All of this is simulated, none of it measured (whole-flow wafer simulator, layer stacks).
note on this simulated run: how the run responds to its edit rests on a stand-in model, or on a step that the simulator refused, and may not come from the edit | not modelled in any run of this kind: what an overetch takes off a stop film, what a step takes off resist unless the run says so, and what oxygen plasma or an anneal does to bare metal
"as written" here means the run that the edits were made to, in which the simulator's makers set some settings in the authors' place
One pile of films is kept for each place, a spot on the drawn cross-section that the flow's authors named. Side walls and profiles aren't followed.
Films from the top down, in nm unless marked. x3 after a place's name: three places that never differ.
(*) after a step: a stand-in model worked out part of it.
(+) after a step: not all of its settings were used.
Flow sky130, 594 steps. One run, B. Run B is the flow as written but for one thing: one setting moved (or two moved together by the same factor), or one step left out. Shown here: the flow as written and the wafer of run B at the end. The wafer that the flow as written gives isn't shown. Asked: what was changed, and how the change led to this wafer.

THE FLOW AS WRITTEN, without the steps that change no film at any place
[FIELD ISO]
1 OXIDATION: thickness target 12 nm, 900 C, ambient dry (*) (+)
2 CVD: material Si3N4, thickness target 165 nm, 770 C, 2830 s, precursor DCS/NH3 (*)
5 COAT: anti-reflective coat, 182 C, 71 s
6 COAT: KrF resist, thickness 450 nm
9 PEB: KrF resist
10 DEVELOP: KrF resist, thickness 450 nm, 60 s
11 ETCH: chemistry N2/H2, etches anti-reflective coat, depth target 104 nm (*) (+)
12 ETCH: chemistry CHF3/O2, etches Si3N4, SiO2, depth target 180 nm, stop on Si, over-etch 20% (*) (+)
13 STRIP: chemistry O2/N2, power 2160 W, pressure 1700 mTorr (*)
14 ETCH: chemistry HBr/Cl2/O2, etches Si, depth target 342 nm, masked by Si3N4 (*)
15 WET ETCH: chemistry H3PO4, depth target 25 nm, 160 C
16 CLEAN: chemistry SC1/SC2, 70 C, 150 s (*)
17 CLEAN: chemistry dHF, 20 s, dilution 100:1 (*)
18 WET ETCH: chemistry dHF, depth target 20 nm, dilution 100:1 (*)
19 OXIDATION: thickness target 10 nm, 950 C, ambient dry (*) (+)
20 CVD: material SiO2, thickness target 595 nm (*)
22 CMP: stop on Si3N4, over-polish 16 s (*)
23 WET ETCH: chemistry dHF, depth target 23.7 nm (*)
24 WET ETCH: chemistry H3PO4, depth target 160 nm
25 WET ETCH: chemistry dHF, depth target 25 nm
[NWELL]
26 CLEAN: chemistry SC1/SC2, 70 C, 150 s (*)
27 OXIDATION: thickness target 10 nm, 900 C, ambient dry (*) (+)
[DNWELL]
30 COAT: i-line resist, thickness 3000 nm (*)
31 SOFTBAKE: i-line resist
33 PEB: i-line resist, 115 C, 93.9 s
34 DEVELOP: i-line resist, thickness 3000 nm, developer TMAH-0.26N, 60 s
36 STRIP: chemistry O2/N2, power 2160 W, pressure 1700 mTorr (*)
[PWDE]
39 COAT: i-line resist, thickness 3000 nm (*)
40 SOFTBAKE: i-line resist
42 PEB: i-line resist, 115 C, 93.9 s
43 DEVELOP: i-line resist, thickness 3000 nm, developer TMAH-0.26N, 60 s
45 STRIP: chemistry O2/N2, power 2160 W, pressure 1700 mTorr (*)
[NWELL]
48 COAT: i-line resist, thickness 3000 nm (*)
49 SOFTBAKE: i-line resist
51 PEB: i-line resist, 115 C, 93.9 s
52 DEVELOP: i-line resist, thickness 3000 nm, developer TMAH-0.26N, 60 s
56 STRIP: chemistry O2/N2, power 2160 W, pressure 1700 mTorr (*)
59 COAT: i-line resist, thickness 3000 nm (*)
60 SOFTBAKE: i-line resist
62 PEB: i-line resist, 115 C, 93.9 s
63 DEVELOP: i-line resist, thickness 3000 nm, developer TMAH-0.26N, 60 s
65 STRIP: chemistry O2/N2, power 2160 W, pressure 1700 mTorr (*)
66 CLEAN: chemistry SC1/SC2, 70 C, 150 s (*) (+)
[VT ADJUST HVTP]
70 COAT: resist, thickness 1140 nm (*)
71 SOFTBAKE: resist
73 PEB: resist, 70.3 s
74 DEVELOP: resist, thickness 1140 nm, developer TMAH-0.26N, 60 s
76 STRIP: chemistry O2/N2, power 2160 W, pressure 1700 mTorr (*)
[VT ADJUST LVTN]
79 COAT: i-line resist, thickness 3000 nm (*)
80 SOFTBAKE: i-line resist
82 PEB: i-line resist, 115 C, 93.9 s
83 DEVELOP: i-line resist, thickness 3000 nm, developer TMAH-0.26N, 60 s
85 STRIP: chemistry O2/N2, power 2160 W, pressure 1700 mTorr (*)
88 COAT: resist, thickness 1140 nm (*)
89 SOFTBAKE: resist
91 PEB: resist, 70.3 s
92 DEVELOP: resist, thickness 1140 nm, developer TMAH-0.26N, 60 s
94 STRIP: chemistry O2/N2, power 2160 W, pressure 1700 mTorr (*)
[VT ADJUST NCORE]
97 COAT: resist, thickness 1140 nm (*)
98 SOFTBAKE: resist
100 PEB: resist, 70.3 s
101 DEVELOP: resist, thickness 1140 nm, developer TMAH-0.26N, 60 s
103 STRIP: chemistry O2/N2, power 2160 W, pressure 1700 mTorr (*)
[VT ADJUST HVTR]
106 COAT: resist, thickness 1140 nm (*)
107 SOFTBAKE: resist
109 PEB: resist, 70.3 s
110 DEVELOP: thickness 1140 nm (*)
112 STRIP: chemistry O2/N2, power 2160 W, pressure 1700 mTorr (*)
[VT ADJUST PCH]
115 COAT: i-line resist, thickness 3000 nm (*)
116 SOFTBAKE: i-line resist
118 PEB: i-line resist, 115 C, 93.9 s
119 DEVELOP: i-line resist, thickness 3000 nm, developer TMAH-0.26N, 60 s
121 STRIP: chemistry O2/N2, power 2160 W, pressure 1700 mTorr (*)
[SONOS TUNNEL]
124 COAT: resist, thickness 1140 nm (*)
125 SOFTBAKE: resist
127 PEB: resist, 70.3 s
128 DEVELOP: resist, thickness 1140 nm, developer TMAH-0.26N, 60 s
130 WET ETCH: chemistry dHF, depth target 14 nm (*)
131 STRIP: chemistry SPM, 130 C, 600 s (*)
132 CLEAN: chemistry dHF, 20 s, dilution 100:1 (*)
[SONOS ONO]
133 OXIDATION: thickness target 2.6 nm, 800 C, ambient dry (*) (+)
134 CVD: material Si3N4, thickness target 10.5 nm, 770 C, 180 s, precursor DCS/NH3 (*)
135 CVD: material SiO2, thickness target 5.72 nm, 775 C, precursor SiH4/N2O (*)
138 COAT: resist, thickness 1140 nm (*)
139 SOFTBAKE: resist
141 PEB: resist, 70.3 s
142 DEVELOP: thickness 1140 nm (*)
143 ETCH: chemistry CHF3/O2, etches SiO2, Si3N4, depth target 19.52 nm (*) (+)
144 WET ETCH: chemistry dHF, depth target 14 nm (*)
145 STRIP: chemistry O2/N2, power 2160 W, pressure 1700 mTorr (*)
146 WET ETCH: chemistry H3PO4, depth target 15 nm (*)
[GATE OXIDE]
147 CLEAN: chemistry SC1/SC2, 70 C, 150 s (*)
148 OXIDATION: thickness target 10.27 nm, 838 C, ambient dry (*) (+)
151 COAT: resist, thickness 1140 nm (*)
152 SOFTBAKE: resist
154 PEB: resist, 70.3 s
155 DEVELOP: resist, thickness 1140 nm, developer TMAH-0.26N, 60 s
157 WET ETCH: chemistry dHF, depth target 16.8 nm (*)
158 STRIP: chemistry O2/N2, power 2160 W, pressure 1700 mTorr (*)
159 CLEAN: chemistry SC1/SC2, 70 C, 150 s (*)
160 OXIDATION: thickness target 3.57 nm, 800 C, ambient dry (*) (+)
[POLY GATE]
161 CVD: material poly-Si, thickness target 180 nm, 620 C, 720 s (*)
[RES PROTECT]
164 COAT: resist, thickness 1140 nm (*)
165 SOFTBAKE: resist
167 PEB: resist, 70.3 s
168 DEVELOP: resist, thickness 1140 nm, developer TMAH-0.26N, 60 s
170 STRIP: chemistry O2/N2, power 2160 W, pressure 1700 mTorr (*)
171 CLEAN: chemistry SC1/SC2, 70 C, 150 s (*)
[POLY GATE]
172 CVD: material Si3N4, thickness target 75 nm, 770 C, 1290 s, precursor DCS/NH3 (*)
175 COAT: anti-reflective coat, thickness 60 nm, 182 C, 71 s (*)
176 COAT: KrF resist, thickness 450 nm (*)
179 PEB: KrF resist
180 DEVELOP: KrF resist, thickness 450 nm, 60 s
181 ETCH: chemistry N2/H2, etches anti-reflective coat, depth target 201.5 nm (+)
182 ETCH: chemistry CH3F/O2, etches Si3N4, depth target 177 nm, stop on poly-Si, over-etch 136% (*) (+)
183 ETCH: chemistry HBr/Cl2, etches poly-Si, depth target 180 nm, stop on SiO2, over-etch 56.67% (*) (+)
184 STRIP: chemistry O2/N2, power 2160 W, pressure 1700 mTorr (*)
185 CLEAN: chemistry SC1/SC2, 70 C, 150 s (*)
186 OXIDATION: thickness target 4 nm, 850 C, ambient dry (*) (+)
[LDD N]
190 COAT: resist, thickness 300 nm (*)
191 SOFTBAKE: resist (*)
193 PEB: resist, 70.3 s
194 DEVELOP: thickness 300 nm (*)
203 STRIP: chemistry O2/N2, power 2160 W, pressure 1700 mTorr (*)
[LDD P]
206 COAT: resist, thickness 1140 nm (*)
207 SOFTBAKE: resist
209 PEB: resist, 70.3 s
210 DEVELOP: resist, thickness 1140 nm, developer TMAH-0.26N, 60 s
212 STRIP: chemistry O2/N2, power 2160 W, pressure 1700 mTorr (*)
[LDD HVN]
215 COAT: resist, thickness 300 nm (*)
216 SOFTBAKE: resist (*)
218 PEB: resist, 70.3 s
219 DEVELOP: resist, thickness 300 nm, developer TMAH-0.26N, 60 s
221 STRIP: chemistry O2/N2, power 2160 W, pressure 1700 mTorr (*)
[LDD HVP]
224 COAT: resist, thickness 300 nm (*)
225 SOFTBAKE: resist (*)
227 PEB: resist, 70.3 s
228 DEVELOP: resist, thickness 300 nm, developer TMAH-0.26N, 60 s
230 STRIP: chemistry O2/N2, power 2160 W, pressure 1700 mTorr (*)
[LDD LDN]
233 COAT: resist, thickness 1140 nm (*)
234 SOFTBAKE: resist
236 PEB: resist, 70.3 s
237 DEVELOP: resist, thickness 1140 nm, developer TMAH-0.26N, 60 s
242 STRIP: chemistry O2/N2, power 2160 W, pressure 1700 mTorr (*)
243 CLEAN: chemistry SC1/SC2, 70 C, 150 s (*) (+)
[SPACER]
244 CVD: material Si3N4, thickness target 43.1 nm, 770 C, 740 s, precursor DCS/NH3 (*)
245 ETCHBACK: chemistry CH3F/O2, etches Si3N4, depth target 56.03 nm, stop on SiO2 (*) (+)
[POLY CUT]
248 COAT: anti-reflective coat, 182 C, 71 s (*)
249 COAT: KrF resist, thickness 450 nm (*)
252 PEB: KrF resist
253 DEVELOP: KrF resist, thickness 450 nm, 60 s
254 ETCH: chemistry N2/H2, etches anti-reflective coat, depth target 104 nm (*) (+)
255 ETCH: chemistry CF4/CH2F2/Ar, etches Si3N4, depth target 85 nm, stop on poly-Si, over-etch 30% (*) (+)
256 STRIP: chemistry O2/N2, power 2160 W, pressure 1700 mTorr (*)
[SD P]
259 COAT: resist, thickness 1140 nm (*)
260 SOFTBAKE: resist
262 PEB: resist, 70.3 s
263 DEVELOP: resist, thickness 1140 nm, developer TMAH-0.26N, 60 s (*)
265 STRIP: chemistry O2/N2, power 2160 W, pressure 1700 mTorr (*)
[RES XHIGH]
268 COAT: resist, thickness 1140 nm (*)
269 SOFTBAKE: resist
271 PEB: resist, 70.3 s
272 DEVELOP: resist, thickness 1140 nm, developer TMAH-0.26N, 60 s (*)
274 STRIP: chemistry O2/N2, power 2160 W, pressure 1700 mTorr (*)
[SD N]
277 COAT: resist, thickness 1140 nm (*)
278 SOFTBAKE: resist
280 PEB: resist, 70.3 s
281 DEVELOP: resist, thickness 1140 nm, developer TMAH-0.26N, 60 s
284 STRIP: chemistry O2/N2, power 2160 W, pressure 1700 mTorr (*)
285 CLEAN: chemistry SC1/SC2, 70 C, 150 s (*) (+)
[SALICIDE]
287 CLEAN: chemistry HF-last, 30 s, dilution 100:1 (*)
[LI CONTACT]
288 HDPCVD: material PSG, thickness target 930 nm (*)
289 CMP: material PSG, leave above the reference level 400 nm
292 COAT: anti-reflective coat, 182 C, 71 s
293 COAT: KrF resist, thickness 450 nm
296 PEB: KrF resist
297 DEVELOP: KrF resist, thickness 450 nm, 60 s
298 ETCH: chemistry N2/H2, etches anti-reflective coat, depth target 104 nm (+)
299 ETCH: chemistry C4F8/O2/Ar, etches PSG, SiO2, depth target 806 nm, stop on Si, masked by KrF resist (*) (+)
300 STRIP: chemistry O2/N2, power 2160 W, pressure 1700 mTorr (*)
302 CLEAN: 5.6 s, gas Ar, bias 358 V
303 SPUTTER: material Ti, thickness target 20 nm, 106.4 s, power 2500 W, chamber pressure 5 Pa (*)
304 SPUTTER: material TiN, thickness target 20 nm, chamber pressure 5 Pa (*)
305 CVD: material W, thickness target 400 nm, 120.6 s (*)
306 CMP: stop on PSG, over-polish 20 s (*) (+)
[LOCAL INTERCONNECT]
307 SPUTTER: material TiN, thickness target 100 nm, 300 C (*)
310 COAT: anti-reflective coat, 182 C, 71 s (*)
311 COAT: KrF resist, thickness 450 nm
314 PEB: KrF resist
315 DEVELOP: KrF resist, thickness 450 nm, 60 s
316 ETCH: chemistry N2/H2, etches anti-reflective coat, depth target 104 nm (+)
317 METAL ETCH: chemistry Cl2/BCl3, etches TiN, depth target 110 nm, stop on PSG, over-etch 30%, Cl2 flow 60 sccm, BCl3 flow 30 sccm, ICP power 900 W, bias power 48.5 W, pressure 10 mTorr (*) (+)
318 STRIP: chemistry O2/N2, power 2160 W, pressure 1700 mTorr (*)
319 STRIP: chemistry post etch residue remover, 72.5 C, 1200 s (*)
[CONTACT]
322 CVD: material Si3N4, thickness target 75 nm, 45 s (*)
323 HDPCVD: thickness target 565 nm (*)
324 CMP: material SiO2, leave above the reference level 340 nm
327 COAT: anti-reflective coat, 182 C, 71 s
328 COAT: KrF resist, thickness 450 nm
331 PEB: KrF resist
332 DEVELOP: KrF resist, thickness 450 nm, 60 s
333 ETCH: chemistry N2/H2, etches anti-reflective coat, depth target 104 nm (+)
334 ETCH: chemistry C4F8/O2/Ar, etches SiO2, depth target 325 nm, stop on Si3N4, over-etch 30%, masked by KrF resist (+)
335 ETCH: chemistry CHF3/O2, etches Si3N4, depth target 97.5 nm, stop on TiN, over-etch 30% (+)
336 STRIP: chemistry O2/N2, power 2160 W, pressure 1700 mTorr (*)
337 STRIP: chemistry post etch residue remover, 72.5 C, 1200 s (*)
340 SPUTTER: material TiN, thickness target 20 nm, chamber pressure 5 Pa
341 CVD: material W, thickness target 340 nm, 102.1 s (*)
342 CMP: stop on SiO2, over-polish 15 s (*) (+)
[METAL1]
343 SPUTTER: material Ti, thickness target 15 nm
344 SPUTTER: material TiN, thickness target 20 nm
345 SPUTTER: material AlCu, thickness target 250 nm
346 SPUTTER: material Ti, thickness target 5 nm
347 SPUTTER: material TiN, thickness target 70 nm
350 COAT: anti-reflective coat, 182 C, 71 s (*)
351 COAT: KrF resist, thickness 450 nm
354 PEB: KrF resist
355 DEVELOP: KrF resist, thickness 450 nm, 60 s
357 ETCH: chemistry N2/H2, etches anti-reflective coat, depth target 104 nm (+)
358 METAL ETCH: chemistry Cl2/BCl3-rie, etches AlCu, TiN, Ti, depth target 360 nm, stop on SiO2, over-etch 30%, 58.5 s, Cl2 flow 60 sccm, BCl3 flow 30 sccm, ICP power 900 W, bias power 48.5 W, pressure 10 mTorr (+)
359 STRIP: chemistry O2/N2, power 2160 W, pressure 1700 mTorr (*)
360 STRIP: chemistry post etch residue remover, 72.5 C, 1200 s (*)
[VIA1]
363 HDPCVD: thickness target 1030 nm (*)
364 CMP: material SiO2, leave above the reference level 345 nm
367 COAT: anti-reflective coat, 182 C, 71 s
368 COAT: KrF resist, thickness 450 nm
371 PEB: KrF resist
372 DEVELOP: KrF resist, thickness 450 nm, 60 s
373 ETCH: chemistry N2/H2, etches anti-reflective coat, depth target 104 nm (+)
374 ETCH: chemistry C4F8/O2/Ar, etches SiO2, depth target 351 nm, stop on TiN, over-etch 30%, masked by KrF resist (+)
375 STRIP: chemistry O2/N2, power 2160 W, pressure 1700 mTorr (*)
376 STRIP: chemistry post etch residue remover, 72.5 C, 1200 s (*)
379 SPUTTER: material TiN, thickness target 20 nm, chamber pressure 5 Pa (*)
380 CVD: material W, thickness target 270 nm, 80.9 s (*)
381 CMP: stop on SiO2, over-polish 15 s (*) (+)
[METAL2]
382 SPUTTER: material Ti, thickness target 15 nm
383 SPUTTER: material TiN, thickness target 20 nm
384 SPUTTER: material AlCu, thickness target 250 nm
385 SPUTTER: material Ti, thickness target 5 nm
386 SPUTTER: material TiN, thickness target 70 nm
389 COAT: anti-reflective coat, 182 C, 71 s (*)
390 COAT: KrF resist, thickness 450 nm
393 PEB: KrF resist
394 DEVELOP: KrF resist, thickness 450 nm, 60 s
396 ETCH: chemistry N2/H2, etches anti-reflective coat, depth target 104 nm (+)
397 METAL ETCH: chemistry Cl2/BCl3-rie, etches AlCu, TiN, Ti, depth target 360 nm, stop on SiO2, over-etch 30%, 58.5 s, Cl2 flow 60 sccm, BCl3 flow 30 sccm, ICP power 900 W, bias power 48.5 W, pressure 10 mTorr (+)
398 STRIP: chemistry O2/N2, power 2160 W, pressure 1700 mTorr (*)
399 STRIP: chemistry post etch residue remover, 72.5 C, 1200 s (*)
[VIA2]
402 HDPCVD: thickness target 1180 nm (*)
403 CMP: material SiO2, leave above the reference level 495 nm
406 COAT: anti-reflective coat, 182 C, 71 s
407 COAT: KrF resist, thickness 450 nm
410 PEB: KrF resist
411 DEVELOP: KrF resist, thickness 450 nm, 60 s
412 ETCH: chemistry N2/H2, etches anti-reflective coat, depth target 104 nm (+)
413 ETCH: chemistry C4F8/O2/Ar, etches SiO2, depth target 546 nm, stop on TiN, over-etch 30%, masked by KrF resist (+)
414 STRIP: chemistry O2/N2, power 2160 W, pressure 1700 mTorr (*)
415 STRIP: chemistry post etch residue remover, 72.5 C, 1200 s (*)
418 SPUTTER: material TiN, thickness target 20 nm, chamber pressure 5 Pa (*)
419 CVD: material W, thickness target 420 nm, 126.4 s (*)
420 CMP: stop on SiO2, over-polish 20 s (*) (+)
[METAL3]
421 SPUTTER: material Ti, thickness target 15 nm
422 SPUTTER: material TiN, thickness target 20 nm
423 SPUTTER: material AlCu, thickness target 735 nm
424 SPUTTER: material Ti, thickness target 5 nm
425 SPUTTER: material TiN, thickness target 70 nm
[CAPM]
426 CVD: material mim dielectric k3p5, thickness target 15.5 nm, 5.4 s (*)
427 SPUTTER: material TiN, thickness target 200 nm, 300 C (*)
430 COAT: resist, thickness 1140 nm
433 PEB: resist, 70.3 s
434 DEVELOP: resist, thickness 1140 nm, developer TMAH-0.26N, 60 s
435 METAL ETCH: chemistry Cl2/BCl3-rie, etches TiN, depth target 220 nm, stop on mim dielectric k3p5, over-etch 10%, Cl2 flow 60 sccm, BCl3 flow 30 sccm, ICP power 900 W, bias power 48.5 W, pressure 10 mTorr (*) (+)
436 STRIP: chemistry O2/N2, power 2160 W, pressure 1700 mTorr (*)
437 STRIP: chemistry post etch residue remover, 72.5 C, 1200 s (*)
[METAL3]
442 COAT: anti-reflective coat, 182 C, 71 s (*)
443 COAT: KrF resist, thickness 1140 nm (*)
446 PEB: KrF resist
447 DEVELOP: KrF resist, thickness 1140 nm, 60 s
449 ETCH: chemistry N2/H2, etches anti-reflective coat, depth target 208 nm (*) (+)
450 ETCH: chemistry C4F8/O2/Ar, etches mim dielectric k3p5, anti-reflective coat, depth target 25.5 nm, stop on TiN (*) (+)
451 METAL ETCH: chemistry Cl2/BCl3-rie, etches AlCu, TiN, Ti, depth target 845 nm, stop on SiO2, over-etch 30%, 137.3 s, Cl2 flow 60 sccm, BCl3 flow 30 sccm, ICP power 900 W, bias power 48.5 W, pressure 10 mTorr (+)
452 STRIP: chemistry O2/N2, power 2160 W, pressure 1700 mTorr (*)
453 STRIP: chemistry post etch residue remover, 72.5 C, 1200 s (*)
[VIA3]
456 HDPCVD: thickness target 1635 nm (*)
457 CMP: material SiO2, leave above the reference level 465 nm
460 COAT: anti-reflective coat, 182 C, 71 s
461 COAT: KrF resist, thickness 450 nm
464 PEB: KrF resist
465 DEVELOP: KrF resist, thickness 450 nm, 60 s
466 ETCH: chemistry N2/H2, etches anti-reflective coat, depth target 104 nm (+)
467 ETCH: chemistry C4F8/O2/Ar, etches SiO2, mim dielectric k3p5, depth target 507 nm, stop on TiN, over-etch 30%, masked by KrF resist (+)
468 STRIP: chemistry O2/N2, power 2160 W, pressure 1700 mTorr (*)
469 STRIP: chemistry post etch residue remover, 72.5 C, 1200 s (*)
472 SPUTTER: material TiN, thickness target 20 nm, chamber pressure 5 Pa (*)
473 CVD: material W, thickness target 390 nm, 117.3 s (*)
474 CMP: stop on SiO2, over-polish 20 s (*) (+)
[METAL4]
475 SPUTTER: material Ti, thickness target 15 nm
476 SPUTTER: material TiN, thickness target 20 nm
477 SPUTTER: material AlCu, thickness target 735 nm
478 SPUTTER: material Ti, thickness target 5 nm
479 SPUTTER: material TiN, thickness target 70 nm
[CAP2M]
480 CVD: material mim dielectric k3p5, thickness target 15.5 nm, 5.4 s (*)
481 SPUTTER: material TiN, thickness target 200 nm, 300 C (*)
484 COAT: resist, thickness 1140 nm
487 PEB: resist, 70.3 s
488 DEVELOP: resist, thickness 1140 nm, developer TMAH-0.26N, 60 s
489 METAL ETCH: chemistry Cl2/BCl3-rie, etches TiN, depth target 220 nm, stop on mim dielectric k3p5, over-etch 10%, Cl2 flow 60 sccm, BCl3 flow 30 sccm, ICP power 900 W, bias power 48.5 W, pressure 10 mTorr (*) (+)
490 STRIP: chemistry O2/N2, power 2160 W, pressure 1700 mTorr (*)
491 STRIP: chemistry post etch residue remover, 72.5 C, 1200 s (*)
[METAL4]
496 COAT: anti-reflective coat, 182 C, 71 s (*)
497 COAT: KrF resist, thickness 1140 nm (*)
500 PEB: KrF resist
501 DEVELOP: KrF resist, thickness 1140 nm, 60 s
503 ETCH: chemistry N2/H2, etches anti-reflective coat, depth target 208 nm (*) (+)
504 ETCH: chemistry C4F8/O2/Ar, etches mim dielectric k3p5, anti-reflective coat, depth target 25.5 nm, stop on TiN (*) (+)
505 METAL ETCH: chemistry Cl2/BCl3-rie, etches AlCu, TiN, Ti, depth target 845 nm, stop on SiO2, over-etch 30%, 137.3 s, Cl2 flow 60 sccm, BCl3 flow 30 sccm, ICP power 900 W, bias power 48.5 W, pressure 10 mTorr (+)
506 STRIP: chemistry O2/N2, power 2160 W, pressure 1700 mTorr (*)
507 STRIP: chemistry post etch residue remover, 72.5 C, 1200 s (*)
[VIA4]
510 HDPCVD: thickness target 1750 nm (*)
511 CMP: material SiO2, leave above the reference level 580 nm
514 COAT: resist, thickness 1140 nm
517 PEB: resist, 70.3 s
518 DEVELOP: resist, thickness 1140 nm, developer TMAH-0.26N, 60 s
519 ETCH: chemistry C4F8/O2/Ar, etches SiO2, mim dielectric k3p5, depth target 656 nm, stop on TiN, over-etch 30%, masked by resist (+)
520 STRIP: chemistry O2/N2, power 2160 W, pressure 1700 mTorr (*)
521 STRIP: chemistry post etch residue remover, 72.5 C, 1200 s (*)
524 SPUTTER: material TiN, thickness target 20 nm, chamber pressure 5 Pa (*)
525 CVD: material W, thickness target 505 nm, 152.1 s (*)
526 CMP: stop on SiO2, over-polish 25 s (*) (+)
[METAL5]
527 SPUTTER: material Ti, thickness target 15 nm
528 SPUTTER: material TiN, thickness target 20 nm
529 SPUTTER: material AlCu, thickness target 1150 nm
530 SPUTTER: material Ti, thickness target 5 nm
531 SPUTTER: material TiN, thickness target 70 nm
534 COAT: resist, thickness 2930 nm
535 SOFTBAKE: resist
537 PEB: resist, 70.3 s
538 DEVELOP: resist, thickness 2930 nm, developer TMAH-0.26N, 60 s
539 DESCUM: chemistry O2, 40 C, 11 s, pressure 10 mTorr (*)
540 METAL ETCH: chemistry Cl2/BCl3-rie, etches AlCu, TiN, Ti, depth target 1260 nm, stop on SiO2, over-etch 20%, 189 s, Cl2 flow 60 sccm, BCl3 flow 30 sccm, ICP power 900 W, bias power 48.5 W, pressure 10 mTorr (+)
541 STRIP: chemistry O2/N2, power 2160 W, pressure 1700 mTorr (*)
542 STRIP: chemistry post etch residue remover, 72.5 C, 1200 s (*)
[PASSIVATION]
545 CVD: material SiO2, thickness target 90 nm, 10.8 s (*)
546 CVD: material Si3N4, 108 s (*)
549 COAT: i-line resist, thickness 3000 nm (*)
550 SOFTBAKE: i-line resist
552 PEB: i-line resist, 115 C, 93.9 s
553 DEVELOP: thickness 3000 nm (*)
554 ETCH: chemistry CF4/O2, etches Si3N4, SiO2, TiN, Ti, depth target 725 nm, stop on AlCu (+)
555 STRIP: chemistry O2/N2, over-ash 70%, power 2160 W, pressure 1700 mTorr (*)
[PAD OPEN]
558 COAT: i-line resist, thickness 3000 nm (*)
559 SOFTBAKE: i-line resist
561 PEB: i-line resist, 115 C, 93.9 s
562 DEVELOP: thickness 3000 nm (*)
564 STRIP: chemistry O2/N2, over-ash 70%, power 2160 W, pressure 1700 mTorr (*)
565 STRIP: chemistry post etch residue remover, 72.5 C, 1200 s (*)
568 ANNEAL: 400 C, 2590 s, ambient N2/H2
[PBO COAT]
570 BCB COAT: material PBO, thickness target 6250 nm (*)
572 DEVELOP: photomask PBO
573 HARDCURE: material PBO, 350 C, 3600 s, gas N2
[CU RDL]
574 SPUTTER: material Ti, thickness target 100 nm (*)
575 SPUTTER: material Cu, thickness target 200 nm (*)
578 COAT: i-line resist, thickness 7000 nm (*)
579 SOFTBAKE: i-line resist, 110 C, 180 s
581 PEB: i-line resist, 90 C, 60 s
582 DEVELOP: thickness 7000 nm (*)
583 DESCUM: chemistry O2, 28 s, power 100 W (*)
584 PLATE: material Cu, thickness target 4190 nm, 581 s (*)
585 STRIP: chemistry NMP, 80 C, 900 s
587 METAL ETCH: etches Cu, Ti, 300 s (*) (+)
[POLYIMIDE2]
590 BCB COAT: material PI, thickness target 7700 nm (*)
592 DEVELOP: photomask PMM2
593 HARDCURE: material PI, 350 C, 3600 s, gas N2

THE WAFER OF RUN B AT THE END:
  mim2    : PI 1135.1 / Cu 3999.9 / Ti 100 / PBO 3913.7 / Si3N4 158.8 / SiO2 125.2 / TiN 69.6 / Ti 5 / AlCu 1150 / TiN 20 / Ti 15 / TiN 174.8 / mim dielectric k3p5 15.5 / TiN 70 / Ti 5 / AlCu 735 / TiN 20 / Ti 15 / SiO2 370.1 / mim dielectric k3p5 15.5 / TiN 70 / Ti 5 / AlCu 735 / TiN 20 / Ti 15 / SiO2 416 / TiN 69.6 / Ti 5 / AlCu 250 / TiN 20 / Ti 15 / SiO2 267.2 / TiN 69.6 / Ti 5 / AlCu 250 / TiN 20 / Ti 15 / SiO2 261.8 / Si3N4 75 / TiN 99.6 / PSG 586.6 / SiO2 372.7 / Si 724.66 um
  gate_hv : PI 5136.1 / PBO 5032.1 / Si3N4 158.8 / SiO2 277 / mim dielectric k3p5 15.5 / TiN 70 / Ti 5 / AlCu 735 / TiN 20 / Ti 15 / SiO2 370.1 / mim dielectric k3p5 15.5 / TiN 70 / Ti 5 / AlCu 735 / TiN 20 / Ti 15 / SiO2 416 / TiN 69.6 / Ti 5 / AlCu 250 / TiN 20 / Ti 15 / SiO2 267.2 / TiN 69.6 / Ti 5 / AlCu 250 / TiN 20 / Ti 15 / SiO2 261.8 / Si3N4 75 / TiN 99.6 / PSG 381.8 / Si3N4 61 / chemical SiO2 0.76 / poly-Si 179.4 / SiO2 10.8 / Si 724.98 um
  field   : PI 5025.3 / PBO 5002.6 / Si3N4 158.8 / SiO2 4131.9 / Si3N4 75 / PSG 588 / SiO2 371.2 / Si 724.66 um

The cause: step 511, CMP: leave above the reference level 273 nm was run, where the flow has leave above the reference level 580 nm.

How the change led to this, step by step:
  511 CMP: material SiO2, leave above the reference level 580 nm
      mim2: SiO2 -1750 (all of it), TiN -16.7 (as written it would be: SiO2 -1459.7)
      n_well, p_well, gate_hv and 99 more: SiO2 -1567.5 (as written it would be: SiO2 -1260.5)
      (and at 90 more places)
  519 ETCH: chemistry C4F8/O2/Ar, etches SiO2, mim dielectric k3p5, depth target 656 nm, stop on TiN, over-etch 30%, masked by resist (+)
      field, active, n_well and 188 more: resist -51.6 (as written it would be: resist -131.2)
      m1: SiO2 -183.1 (all of it), mim dielectric k3p5 -15.5 (all of it) (as written it would be: SiO2 -490.1 (all of it), mim dielectric k3p5 -15.5 (all of it))
      (and at 1 more place)
  520 STRIP: chemistry O2/N2, power 2160 W, pressure 1700 mTorr (*)
      field, active, n_well and 188 more: resist -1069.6 (all of it) (as written it would be: resist -990.1 (all of it))
  524 SPUTTER: material TiN, thickness target 20 nm, chamber pressure 5 Pa (*)
      mim2: TiN +20 (as written it would be: TiN +20 (new film))
      m1, via4_hole: TiN +17.7 (as written it would be: TiN +15.3)
  525 CVD: material W, thickness target 505 nm, 152.1 s (*)
      m1: W +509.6 (new film) (as written it would be: W +1015.8 (new film))
      via4_hole: W +510.7 (new film) (as written it would be: W +1015.2 (new film))
  526 CMP: stop on SiO2, over-polish 25 s (*) (+)
      mim2: W -505 (all of it), TiN -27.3 (as written it would be: W -505 (all of it), TiN -20 (all of it), SiO2 -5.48)
      m1: W -335.9 (as written it would be: W -532.7)
      (and at 1 more place)
Counting metal films that touch as one body, mim2 has 7 bodies (between them, from the top down: PBO 3913.7 / Si3N4 158.8 / SiO2 125.2; mim dielectric k3p5 15.5; SiO2 370.1 / mim dielectric k3p5 15.5; SiO2 416; SiO2 267.2; SiO2 261.8 / Si3N4 75); the flow as written gives 8 bodies (between them, from the top down: PBO 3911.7 / Si3N4 158.8 / SiO2 125.2; SiO2 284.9; mim dielectric k3p5 15.5; SiO2 370.1 / mim dielectric k3p5 15.5; SiO2 416; SiO2 267.2; SiO2 261.8 / Si3N4 75).
